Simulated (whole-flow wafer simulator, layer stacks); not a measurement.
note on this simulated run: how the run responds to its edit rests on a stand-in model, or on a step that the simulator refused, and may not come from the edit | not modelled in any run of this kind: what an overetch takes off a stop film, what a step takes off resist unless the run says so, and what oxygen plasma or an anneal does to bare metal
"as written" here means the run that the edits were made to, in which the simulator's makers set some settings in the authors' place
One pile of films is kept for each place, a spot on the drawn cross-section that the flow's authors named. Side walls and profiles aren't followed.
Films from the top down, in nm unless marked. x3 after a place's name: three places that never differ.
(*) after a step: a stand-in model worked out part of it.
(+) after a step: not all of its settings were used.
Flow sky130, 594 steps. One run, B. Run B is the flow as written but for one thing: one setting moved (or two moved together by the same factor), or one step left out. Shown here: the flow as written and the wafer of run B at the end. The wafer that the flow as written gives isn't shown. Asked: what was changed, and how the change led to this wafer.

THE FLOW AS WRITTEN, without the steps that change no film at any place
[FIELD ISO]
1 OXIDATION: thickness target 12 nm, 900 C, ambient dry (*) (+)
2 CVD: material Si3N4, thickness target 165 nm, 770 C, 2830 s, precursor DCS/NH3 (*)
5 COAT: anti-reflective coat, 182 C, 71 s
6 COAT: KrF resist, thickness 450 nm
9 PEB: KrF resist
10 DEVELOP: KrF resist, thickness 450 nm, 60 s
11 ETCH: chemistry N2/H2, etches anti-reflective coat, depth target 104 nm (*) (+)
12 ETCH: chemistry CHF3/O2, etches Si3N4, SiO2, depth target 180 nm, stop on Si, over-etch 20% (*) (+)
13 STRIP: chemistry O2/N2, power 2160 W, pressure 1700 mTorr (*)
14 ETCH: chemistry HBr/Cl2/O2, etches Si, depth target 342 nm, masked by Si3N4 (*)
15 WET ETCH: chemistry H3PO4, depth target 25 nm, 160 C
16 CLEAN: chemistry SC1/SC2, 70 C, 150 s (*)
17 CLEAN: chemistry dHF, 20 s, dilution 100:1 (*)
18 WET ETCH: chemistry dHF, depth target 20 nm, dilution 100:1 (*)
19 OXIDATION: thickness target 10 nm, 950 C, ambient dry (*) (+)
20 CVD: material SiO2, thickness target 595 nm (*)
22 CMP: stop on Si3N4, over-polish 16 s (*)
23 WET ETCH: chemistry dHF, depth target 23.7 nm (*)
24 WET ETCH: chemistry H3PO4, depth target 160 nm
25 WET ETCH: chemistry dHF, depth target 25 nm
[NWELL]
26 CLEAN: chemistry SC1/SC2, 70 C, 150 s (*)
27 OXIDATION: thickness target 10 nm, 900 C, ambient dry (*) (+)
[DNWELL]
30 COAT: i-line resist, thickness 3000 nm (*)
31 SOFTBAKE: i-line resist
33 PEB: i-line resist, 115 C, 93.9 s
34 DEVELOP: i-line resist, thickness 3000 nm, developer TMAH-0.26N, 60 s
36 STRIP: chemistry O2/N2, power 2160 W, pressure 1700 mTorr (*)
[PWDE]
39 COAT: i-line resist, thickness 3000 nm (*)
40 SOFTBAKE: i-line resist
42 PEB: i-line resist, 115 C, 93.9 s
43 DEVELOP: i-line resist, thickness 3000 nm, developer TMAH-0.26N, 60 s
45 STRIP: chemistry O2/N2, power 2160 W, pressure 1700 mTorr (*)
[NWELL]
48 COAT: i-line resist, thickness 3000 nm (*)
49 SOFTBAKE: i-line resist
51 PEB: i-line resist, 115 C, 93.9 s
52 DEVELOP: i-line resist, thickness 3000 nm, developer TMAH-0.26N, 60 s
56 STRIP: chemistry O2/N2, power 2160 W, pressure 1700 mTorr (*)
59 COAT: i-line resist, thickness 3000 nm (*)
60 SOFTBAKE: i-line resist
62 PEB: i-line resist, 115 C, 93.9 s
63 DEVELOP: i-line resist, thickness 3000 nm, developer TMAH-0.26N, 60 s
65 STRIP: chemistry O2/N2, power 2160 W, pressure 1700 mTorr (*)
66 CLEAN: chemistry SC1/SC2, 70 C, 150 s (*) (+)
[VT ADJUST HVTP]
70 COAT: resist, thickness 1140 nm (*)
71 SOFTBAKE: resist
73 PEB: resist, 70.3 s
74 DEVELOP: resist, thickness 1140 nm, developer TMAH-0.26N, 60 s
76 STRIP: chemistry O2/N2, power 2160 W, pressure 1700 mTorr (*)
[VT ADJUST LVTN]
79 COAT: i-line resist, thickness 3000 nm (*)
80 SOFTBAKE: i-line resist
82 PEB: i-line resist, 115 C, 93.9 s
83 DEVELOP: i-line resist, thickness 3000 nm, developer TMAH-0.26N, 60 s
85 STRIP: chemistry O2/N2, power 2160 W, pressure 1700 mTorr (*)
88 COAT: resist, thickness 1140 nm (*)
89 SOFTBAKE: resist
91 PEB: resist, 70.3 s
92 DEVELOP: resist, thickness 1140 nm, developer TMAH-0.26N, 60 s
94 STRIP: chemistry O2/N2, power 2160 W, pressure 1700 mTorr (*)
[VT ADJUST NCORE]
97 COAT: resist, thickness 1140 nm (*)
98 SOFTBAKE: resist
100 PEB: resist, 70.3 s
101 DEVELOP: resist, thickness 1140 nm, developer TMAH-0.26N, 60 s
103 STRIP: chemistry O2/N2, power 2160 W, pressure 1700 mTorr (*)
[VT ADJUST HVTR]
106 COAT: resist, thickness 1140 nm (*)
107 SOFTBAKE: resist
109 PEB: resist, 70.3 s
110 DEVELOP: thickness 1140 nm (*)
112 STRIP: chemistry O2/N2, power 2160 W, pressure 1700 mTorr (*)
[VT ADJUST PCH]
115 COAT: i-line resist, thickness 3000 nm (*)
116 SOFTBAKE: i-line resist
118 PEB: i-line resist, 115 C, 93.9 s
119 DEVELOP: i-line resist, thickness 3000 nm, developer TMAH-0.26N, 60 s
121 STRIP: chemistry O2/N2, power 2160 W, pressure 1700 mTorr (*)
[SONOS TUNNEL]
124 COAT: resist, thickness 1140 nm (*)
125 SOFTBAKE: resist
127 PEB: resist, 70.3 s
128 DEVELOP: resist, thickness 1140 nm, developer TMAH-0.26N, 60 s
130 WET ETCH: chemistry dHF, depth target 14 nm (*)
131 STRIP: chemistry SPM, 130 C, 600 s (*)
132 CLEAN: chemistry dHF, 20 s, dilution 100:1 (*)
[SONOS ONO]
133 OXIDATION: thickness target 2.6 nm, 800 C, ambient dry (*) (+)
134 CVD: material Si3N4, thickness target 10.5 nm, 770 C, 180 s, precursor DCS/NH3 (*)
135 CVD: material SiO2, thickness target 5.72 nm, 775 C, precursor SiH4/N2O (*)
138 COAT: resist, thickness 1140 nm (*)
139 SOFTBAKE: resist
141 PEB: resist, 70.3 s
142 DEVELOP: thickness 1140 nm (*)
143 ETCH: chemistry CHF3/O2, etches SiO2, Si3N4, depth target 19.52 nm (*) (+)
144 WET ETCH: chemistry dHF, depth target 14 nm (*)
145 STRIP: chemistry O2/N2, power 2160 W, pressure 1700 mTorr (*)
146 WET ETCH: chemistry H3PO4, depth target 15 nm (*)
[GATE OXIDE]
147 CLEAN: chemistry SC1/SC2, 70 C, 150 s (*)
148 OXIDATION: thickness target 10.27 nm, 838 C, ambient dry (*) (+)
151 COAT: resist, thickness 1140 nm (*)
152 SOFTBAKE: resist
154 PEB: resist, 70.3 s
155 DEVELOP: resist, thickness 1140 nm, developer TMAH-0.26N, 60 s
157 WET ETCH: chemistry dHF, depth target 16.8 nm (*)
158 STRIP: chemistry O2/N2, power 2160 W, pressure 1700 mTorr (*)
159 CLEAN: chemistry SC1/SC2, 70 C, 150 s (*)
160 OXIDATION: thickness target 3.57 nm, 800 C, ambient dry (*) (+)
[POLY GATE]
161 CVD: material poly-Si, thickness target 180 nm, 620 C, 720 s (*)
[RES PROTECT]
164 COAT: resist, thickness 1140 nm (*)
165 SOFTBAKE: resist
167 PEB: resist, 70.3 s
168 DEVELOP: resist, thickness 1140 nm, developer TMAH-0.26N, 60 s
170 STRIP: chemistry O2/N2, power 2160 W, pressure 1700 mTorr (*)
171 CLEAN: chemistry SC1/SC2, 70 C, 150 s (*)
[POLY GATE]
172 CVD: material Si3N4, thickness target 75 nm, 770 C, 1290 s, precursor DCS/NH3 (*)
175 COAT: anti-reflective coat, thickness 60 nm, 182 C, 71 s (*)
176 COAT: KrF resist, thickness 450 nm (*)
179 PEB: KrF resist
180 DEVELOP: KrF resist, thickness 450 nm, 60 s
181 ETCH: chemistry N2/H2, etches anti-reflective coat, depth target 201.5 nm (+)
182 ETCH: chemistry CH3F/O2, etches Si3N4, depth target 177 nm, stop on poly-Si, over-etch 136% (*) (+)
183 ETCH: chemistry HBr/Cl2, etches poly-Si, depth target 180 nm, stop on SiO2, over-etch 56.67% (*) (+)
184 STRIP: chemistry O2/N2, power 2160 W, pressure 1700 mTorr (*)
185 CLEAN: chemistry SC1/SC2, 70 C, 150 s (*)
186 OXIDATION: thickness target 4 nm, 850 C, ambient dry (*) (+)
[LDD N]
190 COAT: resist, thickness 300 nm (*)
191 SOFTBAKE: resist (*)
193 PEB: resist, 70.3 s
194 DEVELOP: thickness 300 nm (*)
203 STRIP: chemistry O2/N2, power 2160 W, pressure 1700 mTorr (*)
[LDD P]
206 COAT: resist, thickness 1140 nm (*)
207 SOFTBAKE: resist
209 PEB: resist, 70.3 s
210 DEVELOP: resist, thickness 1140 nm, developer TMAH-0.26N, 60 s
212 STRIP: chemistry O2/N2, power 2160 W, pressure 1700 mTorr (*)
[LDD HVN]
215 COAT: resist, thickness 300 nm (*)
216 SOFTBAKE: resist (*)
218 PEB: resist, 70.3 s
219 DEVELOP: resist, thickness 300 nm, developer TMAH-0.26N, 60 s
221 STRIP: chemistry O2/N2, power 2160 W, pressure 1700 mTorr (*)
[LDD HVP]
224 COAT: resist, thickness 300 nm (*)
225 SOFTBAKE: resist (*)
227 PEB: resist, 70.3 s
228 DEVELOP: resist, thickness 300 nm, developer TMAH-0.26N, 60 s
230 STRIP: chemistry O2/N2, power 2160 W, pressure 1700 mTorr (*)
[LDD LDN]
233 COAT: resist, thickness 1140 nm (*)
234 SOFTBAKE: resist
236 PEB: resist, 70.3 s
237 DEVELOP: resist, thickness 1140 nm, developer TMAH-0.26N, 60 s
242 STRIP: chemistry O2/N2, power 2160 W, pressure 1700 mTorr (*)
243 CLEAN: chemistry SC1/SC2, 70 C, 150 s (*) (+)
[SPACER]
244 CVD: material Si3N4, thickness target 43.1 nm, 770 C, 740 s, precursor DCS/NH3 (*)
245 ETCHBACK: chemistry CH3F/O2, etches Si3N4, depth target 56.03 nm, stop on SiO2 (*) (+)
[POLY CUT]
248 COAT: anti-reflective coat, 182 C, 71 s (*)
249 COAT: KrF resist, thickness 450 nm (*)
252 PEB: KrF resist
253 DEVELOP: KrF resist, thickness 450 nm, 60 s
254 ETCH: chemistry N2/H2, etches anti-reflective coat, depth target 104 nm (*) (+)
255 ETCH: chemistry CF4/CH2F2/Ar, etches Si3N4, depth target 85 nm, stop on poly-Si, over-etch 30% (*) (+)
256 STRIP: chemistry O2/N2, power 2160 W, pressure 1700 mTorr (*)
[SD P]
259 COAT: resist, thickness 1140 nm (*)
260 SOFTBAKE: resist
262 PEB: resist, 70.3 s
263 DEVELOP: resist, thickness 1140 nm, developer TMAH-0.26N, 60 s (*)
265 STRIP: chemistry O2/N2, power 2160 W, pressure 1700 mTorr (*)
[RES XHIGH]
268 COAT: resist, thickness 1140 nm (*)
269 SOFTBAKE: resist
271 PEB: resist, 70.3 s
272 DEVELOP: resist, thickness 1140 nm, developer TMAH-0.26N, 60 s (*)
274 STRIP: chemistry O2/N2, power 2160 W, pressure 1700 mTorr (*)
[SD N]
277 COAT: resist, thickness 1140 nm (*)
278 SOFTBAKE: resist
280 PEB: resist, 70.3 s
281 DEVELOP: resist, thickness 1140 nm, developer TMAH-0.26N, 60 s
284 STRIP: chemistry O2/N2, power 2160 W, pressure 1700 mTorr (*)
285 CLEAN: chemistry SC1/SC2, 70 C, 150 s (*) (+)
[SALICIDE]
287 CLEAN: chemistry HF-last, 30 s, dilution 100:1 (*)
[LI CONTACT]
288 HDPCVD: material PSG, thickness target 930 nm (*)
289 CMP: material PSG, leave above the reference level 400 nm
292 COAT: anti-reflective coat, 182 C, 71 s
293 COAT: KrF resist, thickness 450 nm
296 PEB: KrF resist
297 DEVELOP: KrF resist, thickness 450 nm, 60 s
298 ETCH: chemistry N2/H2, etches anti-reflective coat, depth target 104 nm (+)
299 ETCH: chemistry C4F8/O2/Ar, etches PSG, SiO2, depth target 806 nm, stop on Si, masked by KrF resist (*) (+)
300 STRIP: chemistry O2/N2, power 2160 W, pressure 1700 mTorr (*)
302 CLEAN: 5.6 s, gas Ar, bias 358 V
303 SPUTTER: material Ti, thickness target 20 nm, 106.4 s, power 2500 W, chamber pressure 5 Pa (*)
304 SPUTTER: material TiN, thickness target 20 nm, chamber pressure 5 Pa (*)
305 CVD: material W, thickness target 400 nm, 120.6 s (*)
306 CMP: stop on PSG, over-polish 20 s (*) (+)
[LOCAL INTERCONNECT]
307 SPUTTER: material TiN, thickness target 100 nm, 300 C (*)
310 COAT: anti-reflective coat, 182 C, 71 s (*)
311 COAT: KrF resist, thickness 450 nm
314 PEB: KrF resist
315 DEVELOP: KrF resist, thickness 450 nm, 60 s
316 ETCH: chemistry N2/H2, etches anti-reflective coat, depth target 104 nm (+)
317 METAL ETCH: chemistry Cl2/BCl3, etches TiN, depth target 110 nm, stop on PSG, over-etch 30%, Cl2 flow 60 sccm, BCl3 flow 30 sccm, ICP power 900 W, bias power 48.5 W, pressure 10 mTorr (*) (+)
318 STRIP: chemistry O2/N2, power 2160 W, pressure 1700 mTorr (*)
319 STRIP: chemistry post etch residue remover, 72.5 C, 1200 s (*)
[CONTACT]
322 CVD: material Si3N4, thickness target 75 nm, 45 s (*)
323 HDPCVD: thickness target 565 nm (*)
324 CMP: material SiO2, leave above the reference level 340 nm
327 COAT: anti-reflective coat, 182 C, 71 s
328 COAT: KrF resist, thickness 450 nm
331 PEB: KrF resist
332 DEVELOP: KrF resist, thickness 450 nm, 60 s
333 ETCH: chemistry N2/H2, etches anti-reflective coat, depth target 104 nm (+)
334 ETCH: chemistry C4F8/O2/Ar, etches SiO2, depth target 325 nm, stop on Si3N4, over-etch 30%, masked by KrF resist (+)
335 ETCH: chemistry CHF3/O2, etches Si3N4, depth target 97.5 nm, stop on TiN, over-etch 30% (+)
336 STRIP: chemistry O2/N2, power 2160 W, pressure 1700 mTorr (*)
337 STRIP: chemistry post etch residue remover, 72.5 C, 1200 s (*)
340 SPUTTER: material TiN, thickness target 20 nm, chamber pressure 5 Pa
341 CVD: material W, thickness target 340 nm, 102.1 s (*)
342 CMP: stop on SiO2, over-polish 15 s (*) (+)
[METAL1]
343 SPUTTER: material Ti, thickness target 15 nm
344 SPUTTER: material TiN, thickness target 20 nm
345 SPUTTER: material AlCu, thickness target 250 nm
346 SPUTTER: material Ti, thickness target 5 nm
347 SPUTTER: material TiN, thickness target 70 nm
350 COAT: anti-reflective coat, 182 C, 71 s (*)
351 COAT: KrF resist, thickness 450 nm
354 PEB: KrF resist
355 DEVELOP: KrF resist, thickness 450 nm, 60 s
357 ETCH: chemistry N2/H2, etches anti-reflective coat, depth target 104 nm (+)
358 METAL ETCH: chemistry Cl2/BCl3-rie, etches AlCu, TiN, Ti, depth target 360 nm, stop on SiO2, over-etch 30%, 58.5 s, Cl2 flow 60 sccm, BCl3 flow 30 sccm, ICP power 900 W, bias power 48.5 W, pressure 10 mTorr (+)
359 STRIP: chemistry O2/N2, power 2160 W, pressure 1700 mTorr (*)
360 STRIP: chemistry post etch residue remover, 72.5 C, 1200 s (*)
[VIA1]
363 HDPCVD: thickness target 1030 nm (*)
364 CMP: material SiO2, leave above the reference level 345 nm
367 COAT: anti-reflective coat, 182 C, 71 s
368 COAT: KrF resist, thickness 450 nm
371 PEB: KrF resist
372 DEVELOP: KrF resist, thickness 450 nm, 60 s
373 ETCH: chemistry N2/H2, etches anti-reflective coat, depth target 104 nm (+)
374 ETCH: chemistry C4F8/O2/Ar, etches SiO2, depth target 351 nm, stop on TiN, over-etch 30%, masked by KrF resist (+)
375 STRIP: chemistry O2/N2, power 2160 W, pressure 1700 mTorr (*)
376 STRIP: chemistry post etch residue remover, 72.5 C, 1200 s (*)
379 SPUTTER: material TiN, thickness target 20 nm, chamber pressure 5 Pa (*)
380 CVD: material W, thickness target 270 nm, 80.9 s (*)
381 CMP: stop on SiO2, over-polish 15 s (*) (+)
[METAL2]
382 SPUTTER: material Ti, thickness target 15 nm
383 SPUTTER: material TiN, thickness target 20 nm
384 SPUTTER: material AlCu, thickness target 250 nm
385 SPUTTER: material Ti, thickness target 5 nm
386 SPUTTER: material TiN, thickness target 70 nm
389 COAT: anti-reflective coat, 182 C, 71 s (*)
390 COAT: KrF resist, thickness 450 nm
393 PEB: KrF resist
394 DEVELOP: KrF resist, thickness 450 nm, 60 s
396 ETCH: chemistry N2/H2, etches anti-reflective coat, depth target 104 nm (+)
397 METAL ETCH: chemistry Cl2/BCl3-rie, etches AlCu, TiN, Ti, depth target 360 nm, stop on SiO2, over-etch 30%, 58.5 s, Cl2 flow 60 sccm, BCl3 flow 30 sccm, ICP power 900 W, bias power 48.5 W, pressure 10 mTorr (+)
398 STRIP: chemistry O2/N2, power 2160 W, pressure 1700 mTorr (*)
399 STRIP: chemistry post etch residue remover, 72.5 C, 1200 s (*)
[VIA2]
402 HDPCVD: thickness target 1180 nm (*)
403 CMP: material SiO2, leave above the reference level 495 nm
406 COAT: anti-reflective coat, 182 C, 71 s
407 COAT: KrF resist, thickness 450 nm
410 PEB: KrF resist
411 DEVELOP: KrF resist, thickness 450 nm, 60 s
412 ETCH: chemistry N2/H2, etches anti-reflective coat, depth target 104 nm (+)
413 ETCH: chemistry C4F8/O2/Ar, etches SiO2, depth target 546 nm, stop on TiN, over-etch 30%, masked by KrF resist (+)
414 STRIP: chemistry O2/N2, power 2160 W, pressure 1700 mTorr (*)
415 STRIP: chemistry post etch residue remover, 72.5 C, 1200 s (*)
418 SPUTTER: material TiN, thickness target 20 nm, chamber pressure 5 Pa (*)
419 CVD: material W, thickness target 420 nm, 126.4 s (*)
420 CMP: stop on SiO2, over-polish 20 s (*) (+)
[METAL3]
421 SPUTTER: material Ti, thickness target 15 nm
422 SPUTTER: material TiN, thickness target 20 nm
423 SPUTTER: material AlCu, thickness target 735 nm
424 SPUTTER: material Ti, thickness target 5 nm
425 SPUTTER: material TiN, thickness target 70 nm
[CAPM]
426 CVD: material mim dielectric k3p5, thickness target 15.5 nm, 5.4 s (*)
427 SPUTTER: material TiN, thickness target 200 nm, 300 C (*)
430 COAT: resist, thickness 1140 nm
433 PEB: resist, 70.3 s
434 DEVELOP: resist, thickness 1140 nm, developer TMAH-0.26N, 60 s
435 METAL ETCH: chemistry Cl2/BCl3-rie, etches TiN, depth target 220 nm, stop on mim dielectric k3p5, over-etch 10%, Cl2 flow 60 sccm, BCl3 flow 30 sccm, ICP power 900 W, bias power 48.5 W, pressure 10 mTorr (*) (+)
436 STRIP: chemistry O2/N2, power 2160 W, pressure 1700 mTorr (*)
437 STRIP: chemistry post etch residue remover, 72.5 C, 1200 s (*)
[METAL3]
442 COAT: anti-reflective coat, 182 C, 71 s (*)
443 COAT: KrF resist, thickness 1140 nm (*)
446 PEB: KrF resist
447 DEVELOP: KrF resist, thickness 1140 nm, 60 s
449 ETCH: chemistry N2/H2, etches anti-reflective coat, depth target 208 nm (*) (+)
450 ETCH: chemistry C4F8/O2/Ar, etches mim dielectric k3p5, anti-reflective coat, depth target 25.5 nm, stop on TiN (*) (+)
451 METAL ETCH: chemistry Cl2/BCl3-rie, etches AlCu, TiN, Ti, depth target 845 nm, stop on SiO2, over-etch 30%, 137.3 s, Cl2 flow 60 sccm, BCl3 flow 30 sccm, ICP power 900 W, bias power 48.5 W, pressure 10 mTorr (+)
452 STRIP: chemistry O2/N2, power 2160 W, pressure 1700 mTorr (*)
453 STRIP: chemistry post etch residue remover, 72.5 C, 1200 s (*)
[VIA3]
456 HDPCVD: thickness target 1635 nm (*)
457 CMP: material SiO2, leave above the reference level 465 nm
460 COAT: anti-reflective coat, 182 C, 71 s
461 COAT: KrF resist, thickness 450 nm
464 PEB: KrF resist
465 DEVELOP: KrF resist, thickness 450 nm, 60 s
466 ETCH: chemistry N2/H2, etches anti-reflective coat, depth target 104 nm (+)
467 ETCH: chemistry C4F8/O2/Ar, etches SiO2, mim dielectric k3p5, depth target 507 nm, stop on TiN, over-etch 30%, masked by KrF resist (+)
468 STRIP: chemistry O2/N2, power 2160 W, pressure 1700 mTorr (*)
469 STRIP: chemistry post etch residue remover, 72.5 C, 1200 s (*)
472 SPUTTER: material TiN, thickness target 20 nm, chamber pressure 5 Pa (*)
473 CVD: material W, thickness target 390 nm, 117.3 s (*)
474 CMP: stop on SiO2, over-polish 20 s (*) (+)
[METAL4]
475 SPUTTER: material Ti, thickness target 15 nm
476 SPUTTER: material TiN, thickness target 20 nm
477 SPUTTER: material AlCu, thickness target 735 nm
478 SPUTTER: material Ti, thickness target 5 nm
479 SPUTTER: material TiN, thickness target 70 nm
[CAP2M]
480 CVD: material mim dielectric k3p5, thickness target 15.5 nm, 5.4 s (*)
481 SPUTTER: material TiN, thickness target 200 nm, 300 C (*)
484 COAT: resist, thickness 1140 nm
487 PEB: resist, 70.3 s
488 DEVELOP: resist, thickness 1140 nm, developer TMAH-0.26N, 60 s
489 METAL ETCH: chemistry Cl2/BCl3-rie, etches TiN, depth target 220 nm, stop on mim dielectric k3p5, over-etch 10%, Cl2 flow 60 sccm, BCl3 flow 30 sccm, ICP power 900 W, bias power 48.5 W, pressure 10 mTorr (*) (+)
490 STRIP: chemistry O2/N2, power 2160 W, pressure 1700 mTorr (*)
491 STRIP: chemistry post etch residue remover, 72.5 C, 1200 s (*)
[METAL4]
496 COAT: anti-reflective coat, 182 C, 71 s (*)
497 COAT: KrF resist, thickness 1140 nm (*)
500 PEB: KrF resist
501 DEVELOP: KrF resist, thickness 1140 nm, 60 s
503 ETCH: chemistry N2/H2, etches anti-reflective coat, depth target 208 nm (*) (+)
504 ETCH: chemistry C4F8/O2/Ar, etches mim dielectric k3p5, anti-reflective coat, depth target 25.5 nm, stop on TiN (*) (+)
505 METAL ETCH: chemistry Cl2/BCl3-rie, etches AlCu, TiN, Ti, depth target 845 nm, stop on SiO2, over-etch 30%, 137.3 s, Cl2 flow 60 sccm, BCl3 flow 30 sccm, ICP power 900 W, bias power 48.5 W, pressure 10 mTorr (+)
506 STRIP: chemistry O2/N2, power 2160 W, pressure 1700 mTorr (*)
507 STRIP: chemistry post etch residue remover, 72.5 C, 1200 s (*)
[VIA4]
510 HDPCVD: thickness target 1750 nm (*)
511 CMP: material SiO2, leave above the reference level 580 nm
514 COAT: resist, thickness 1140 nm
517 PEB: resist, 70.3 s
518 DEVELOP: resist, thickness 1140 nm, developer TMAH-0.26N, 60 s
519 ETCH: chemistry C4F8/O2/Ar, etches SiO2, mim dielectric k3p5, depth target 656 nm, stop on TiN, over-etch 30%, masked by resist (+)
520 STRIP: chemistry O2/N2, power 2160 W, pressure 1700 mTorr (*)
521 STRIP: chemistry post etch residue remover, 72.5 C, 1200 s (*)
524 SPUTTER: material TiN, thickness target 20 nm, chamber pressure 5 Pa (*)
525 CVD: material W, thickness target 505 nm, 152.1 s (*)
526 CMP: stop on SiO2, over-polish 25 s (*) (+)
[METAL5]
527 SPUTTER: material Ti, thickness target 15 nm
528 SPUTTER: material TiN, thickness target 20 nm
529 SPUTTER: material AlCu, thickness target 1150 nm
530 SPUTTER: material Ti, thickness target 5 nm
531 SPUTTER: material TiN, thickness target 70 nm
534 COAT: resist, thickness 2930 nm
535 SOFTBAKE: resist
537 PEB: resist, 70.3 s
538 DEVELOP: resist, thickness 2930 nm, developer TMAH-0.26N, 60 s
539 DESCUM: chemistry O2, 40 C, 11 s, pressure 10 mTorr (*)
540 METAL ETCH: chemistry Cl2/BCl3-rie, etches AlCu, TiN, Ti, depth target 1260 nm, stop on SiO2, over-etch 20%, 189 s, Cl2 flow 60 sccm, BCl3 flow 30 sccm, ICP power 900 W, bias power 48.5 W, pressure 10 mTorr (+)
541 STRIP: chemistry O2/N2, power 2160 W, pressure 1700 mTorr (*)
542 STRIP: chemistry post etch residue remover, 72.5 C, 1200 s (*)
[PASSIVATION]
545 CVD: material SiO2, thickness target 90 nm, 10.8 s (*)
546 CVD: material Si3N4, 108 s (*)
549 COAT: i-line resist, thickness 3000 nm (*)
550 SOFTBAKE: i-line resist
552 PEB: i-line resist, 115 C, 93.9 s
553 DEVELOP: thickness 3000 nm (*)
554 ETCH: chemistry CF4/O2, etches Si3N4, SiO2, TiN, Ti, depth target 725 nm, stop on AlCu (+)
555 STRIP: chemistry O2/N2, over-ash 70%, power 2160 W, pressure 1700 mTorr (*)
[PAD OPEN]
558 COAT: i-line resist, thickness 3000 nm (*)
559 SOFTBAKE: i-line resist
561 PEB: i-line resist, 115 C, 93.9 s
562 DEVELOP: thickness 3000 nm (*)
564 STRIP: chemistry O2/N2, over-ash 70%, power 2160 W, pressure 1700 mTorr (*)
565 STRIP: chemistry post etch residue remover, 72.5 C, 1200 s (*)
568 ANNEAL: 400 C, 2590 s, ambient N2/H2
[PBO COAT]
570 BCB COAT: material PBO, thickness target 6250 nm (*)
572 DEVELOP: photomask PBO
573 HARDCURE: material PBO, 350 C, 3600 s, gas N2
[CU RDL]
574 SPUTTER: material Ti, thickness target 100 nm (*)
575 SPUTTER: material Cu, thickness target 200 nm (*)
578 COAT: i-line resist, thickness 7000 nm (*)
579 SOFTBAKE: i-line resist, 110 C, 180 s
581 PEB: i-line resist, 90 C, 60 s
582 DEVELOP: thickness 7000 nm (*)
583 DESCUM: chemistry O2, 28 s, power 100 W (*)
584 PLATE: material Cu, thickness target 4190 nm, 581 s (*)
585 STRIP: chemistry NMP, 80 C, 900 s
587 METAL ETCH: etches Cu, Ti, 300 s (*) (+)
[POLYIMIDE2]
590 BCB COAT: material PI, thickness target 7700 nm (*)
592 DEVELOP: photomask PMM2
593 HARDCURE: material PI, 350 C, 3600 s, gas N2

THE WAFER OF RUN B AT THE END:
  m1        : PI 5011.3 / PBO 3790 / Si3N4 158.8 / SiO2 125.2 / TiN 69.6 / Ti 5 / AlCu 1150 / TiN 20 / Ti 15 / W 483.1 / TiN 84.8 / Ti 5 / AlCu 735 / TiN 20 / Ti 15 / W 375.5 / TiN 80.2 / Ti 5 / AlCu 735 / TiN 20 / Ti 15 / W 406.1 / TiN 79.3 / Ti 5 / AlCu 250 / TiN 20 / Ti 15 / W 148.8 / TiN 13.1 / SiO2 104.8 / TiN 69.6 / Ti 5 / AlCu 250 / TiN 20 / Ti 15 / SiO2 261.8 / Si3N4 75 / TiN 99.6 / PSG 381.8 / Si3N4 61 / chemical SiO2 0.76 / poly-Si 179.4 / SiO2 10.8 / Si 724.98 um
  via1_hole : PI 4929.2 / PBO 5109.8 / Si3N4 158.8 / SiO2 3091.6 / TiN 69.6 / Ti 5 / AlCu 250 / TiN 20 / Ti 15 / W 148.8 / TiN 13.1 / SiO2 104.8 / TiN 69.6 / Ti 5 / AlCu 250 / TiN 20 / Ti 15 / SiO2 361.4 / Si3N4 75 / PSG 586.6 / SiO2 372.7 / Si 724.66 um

The cause: step 374, ETCH: depth target 165 nm was run, where the flow has depth target 351 nm.

How the change led to this, step by step:
  374 ETCH: chemistry C4F8/O2/Ar, etches SiO2, depth target 351 nm, stop on TiN, over-etch 30%, masked by KrF resist (+)
      m1, via1_hole: SiO2 -165 (as written it would be: SiO2 -269.8 (all of it))
      field, active, n_well and 186 more: KrF resist -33 (as written it would be: KrF resist -70.1)
  375 STRIP: chemistry O2/N2, power 2160 W, pressure 1700 mTorr (*)
      field, active, n_well and 186 more: KrF resist -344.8 (all of it), anti-reflective coat -80 (all of it) (as written it would be: KrF resist -307.7 (all of it), anti-reflective coat -80 (all of it))
  379 SPUTTER: material TiN, thickness target 20 nm, chamber pressure 5 Pa (*)
      m1: TiN +13.1 (new film) (as written it would be: TiN +11)
      via1_hole: TiN +13.1 (new film) (as written it would be: TiN +10.9)
  380 CVD: material W, thickness target 270 nm, 80.9 s (*)
      m1, via1_hole: W +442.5 (new film) (as written it would be: W +549.9 (new film))
Counting metal films that touch as one body, m1 has 3 bodies (between them, from the top down: SiO2 104.8; SiO2 261.8 / Si3N4 75); the flow as written gives 2 bodies (between them, from the top down: SiO2 261.8 / Si3N4 75).
Counting metal films that touch as one body, via1_hole has 2 bodies (between them, from the top down: SiO2 104.8); the flow as written gives 1 body.
